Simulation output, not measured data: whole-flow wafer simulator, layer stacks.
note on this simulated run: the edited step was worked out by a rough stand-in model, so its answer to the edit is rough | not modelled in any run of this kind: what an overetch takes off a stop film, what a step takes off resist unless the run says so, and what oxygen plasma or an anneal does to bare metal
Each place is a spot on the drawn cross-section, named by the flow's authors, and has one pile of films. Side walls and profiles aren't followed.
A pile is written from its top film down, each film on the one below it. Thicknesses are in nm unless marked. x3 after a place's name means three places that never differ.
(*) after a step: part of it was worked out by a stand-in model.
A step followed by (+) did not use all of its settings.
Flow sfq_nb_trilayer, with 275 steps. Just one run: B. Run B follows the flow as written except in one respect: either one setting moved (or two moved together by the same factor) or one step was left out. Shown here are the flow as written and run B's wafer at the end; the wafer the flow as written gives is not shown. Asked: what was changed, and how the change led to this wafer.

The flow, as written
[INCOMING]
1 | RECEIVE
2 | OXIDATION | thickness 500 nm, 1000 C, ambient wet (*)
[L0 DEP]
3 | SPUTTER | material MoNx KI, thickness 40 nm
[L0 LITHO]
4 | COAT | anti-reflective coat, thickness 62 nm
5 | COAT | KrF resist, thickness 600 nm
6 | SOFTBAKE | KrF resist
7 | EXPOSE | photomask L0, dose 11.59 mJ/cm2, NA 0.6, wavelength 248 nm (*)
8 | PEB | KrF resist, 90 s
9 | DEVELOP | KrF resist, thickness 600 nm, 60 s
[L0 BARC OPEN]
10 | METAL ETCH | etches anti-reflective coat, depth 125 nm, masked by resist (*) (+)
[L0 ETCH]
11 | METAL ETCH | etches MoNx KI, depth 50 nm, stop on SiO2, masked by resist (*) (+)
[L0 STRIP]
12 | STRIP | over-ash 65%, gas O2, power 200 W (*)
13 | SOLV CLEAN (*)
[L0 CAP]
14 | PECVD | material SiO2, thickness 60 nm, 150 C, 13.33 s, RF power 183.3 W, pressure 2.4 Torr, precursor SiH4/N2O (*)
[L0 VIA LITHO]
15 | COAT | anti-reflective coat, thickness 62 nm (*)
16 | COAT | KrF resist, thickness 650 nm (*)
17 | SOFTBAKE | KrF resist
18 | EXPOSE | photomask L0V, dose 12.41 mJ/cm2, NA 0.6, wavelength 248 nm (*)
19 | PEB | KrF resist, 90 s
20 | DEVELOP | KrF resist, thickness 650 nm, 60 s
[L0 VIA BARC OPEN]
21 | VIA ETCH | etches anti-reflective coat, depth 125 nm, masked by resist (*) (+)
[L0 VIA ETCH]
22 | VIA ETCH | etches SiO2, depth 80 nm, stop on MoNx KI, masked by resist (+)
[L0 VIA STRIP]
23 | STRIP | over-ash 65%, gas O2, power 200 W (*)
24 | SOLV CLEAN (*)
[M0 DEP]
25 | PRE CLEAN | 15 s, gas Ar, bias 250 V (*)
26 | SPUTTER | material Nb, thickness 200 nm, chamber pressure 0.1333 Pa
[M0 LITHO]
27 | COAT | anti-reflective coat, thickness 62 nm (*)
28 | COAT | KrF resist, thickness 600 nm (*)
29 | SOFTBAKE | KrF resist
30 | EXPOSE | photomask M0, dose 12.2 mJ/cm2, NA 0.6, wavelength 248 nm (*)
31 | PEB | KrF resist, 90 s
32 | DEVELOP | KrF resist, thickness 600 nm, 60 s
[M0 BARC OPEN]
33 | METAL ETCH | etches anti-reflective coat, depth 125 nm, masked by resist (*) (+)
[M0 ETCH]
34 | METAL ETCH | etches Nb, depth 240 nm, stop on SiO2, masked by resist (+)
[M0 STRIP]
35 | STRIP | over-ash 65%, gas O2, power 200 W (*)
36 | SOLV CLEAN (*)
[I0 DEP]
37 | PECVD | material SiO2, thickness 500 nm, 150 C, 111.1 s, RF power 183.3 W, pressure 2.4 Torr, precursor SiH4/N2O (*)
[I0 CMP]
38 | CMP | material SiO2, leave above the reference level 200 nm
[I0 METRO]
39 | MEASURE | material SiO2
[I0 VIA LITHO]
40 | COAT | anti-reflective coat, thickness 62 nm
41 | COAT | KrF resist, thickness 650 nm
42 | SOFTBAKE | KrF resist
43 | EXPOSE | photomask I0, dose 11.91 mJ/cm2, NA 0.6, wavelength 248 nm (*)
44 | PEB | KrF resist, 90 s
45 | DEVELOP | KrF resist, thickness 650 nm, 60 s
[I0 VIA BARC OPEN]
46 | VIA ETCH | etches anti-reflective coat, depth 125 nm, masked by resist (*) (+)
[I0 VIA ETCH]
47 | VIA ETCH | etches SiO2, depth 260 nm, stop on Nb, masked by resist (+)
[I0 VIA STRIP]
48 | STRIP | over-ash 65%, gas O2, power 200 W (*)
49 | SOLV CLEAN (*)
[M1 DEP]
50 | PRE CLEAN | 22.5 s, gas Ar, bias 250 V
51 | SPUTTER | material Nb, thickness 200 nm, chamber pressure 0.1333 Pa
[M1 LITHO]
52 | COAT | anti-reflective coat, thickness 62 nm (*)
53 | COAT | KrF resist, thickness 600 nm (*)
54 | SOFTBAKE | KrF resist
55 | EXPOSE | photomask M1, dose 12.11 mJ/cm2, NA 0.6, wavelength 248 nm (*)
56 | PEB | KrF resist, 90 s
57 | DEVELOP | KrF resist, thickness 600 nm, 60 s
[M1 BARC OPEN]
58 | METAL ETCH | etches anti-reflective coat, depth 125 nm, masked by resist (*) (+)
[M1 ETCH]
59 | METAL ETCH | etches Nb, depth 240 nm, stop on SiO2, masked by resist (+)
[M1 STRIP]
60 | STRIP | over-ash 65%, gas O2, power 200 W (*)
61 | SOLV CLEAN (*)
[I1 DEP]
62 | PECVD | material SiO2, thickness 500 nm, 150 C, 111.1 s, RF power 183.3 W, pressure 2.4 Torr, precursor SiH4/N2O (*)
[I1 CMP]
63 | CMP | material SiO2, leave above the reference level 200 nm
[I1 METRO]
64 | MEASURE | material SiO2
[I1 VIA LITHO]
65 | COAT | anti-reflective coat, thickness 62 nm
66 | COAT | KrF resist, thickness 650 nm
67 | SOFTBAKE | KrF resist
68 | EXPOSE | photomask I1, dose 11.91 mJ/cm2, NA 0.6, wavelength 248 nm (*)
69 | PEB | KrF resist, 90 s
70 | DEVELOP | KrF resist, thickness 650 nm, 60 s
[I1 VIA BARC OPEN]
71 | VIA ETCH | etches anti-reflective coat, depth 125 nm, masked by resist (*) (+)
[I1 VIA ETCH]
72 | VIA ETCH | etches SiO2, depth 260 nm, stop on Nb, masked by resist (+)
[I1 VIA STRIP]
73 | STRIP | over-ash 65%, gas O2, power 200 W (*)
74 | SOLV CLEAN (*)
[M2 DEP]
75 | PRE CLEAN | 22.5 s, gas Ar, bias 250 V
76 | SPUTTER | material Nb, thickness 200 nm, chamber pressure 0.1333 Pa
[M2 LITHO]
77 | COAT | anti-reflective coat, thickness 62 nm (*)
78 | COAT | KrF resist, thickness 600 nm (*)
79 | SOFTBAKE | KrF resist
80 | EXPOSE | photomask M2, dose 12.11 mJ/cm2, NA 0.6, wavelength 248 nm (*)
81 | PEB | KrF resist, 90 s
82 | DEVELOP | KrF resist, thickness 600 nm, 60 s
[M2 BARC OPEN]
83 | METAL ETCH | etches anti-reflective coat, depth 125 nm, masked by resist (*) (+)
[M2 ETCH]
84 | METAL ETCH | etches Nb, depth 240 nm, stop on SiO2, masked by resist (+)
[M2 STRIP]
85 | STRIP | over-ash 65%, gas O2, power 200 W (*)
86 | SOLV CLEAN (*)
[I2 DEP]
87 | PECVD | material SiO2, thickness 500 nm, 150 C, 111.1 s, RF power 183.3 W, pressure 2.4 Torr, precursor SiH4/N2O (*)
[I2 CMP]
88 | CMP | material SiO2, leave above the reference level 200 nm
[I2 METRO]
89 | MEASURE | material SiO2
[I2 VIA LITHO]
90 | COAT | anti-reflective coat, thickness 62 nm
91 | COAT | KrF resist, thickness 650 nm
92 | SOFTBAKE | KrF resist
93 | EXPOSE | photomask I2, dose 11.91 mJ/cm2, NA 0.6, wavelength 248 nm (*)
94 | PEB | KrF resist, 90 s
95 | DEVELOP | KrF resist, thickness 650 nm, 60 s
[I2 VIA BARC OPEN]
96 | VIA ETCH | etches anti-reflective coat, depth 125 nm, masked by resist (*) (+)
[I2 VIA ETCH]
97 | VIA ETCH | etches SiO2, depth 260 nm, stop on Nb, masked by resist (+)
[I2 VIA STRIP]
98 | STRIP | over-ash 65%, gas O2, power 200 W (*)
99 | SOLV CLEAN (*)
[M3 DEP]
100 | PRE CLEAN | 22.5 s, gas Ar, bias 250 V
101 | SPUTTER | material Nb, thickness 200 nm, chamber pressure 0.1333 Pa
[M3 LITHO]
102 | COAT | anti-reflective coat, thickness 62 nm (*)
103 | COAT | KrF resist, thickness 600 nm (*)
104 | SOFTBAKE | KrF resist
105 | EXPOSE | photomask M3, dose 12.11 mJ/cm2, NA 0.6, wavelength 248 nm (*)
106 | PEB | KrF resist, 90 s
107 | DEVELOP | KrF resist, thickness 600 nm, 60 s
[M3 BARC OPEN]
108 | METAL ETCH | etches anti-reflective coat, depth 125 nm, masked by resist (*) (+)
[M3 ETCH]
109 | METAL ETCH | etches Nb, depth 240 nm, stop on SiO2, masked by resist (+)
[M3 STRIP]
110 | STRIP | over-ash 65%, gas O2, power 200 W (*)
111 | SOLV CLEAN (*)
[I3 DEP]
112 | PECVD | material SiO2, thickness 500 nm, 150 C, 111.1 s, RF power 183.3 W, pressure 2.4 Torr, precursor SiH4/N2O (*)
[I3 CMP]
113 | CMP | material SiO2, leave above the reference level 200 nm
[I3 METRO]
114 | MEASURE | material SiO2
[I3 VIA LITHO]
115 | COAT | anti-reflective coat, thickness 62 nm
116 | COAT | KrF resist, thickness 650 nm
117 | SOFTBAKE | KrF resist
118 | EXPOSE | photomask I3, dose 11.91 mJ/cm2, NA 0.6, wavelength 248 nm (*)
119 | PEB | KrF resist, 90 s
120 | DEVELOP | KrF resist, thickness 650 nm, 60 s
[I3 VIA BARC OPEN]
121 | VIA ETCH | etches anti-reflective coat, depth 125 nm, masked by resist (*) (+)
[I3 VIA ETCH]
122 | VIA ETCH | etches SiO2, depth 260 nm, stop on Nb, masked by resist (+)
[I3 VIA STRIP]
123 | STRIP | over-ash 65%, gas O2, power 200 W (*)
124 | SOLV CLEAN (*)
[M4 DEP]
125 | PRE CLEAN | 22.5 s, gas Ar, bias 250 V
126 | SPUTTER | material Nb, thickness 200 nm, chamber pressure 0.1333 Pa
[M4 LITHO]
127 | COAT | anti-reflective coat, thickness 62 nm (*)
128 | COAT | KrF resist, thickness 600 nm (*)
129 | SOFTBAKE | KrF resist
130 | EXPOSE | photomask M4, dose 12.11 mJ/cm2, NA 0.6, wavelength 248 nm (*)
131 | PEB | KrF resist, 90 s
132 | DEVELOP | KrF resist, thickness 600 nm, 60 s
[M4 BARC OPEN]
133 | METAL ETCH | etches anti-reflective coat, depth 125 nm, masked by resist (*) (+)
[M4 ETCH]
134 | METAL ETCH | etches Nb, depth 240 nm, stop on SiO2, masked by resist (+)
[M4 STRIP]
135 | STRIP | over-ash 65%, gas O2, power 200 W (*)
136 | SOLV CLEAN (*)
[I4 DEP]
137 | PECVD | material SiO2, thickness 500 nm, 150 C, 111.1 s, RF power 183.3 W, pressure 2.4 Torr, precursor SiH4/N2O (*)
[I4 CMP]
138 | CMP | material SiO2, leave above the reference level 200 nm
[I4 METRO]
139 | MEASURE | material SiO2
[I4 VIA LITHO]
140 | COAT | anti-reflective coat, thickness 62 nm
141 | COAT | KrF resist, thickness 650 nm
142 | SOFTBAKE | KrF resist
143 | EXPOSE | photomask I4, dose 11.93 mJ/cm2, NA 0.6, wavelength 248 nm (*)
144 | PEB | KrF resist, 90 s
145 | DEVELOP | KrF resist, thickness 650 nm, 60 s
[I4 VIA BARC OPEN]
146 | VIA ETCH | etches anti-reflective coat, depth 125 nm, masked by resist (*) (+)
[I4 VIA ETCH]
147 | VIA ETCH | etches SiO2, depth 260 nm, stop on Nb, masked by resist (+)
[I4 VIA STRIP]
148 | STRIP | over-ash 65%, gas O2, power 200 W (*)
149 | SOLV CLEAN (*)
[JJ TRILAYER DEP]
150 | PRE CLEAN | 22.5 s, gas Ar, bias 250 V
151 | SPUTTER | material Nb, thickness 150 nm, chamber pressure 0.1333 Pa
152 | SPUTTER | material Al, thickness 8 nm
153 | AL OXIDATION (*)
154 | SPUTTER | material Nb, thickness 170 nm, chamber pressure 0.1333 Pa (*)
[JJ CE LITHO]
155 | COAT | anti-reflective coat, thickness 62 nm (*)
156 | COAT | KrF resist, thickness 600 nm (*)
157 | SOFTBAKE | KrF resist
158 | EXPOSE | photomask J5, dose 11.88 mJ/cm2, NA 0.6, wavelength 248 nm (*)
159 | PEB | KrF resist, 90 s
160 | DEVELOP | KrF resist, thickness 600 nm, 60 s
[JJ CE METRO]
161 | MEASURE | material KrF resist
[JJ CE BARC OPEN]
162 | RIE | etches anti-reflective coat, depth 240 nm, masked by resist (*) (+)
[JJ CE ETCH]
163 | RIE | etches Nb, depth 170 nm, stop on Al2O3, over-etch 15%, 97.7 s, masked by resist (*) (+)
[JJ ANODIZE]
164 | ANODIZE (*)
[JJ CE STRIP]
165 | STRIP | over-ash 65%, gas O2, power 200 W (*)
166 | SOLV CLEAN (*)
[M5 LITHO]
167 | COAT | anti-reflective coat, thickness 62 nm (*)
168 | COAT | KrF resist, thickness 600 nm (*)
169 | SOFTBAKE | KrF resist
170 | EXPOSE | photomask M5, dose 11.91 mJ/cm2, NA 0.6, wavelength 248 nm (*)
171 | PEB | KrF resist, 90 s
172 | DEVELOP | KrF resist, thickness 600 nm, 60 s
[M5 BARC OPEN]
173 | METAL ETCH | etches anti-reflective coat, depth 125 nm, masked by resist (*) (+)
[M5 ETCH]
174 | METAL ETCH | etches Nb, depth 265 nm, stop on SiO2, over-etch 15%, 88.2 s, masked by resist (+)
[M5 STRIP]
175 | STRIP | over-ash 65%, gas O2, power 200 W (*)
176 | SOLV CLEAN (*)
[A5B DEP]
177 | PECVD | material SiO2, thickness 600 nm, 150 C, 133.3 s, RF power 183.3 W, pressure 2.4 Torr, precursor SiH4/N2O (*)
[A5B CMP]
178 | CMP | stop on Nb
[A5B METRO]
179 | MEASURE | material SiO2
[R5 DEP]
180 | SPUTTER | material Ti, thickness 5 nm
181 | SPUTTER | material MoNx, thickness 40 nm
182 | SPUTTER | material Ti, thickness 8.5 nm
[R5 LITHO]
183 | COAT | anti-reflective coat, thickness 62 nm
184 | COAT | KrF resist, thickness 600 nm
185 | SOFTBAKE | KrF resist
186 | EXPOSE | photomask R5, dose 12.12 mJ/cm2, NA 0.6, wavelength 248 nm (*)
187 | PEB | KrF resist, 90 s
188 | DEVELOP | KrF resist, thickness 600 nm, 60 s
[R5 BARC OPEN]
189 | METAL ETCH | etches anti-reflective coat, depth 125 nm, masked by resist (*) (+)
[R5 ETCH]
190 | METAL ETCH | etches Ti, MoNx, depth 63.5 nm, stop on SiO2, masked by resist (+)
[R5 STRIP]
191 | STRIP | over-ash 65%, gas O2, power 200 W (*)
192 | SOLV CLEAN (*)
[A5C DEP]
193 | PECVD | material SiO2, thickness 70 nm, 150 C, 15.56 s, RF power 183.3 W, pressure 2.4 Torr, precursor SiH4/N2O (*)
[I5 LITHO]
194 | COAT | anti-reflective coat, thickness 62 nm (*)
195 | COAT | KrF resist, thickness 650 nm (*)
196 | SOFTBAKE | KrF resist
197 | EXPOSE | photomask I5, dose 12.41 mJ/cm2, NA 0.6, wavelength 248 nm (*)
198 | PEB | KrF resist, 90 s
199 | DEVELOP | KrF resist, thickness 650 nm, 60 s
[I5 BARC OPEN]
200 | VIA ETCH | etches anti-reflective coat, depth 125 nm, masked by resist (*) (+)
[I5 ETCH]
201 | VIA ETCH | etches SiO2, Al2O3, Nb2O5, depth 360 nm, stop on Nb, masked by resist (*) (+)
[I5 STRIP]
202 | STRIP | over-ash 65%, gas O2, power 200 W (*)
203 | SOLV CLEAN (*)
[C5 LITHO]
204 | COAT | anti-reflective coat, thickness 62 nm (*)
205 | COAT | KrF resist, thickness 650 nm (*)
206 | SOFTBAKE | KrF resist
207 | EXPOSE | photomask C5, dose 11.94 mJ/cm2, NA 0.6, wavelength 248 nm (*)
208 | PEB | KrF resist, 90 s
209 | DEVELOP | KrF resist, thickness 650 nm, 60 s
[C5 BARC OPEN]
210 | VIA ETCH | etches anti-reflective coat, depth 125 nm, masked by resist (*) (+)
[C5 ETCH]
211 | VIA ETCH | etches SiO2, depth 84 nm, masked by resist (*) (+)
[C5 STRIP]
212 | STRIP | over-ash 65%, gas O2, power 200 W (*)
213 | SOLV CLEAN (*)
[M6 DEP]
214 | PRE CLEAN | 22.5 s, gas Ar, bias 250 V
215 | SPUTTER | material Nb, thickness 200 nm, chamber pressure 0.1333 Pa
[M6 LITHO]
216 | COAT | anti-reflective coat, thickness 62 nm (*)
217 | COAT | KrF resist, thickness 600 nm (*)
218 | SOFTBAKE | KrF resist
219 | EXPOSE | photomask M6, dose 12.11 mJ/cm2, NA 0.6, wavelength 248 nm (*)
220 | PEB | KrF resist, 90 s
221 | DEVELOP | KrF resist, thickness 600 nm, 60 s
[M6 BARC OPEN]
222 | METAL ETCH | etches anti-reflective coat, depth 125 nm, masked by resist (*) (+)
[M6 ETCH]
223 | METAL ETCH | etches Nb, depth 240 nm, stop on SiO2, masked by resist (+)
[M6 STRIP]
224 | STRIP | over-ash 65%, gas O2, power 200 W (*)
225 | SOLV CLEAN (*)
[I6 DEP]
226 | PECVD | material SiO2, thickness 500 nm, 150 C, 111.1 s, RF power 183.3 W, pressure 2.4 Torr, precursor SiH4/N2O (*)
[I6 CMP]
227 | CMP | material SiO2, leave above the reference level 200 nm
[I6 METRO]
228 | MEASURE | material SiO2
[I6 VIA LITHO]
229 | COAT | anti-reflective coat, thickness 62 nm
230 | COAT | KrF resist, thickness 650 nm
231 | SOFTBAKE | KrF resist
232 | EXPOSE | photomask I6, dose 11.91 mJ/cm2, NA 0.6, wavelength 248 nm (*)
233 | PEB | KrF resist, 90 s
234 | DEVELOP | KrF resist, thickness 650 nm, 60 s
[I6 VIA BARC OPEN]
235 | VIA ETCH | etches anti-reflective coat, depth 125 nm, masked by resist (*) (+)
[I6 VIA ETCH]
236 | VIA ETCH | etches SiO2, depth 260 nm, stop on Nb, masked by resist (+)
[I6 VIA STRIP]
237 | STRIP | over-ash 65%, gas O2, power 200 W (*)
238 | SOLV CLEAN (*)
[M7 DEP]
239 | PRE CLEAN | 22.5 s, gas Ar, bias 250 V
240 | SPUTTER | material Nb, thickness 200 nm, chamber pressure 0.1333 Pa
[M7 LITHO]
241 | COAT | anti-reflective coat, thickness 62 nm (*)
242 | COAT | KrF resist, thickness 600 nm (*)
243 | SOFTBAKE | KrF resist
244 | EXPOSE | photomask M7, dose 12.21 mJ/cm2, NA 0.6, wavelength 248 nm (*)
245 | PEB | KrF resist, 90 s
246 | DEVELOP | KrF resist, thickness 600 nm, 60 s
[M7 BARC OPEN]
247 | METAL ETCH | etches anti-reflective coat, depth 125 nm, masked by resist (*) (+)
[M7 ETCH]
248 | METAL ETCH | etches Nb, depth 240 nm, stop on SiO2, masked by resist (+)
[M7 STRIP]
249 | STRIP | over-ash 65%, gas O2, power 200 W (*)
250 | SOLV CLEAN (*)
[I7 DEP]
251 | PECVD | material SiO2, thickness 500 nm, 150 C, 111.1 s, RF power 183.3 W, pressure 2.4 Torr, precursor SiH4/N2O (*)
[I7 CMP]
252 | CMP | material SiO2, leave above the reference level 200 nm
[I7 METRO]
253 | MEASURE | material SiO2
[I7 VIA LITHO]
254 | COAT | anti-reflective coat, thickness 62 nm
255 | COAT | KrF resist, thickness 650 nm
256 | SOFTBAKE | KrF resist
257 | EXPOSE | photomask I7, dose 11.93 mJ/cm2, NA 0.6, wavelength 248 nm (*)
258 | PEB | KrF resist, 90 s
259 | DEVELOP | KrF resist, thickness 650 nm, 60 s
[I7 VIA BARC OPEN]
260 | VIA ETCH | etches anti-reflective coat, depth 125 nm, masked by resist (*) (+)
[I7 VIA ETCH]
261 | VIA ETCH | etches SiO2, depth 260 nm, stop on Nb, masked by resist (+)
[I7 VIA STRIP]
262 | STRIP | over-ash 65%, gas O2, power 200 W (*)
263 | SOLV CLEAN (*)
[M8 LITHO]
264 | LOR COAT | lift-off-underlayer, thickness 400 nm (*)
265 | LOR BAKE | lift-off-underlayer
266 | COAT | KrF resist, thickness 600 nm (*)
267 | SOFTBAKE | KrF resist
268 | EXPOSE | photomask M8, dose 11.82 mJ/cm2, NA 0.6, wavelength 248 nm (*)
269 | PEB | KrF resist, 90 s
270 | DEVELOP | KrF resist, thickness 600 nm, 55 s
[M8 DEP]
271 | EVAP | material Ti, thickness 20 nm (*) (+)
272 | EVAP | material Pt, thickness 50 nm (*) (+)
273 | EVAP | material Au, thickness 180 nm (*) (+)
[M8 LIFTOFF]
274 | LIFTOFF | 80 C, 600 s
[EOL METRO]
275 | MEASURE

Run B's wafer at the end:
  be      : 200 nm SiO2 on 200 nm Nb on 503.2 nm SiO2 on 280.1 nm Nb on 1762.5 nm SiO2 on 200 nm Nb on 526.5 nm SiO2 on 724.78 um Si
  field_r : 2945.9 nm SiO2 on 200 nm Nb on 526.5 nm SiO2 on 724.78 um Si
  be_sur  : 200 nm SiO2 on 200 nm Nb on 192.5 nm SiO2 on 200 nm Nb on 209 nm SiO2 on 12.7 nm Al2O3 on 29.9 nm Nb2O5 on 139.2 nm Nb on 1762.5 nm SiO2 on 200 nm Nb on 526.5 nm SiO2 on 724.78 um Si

Cause: step 14, PECVD: thickness 31.5 nm was run, whereas the flow has thickness 60 nm; step 14, PECVD: 7 s was run, where the flow has 13.33 s.

Step by step, how the change led to this:
  14 | PECVD | material SiO2, thickness 60 nm, 150 C, 13.33 s, RF power 183.3 W, pressure 2.4 Torr, precursor SiH4/N2O (*)
      v_sur, via_wl, via_w and 97 more: +31.5 SiO2 (it would be, as written: +60 SiO2)
      field_l, l0_sur, l0v, l0r_line_l, l0r_line_c, l0r_line_r: +31.5 SiO2 (new film) (it would be, as written: +60 SiO2 (new film))
  22 | VIA ETCH | etches SiO2, depth 80 nm, stop on MoNx KI, masked by resist (+)
      field_l, v_sur, via_wl and 102 more: -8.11 KrF resist (it would be, as written: -13.8 KrF resist)
      l0v: -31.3 SiO2 (all of it) (it would be, as written: -59.8 SiO2 (all of it))
  26 | SPUTTER | material Nb, thickness 200 nm, chamber pressure 0.1333 Pa
      l0v: +200 Nb (new film) (it would be, as written: +195.7 Nb (new film))
  27 | COAT | anti-reflective coat, thickness 62 nm (*)
      l0_sur: +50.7 anti-reflective coat (new film) (it would be, as written: +47.5 anti-reflective coat (new film))
      l0v: +69.2 anti-reflective coat (new film) (it would be, as written: +78 anti-reflective coat (new film))
  28 | COAT | KrF resist, thickness 600 nm (*)
      l0v: +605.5 KrF resist (new film) (it would be, as written: +622.9 KrF resist (new film))
  35 | STRIP | over-ash 65%, gas O2, power 200 W (*)
      l0_sur: -373.6 KrF resist (all of it), -50.7 anti-reflective coat (all of it) (it would be, as written: -372 KrF resist (all of it), -47.5 anti-reflective coat (all of it))
      l0v: -387.9 KrF resist (all of it), -69.2 anti-reflective coat (all of it) (it would be, as written: -405.3 KrF resist (all of it), -78 anti-reflective coat (all of it))
  38 | CMP | material SiO2, leave above the reference level 200 nm
      l0v: -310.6 SiO2 (it would be, as written: -277.8 SiO2)
